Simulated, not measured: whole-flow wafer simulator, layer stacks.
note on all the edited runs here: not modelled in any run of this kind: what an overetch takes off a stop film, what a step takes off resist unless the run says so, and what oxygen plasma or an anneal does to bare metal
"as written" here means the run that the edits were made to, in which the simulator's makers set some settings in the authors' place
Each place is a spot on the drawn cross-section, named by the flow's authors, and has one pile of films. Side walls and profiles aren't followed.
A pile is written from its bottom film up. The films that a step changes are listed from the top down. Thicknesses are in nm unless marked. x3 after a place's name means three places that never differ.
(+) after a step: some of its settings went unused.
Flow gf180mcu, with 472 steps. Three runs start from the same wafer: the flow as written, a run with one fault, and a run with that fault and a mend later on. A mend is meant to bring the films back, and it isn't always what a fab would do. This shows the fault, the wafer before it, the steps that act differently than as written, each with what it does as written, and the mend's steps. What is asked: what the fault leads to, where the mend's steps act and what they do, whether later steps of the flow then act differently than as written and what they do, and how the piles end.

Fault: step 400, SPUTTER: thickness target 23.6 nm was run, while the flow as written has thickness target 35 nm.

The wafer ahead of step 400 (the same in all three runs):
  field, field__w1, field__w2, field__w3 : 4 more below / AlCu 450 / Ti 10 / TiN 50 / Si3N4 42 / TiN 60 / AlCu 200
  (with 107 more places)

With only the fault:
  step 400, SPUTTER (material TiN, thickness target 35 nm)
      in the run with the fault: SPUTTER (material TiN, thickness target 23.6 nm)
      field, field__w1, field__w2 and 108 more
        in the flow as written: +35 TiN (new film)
        in the run with the fault: +23.6 TiN (new film)
  Steps later in the flow that act otherwise than as written (not shown: 9 more steps that differ only slightly, by at most 2% or 0.5 nm, whichever is larger):
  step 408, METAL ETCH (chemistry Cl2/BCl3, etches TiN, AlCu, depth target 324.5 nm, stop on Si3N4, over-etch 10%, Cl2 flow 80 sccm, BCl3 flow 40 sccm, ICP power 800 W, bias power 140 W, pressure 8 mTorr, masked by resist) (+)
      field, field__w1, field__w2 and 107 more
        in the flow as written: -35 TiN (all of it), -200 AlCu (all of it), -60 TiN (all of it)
        in the run with the fault: -23.6 TiN (all of it), -200 AlCu (all of it), -60 TiN (all of it)
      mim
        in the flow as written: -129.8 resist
        in the run with the fault: -124.8 resist
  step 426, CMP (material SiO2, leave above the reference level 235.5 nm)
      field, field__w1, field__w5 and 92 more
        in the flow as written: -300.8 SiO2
        in the run with the fault: -312.2 SiO2
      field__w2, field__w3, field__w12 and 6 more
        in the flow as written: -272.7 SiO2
        in the run with the fault: -284.1 SiO2
  The piles end different from the flow's at mim by more than 2% or 0.5 nm, whichever is larger.
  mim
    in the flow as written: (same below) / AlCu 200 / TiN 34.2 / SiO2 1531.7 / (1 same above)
    in the run with the fault: (same below) / AlCu 200 / TiN 22.8 / SiO2 1531.7 / (1 same above)

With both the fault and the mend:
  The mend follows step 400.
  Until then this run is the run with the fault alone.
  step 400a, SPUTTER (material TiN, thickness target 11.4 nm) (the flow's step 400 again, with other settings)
      field, field__w1, field__w2 and 108 more
        +11.4 TiN
  Every later step of the flow that is run acts as written at every place that is followed.
  At every place that both follow, the piles at the end match the flow's.
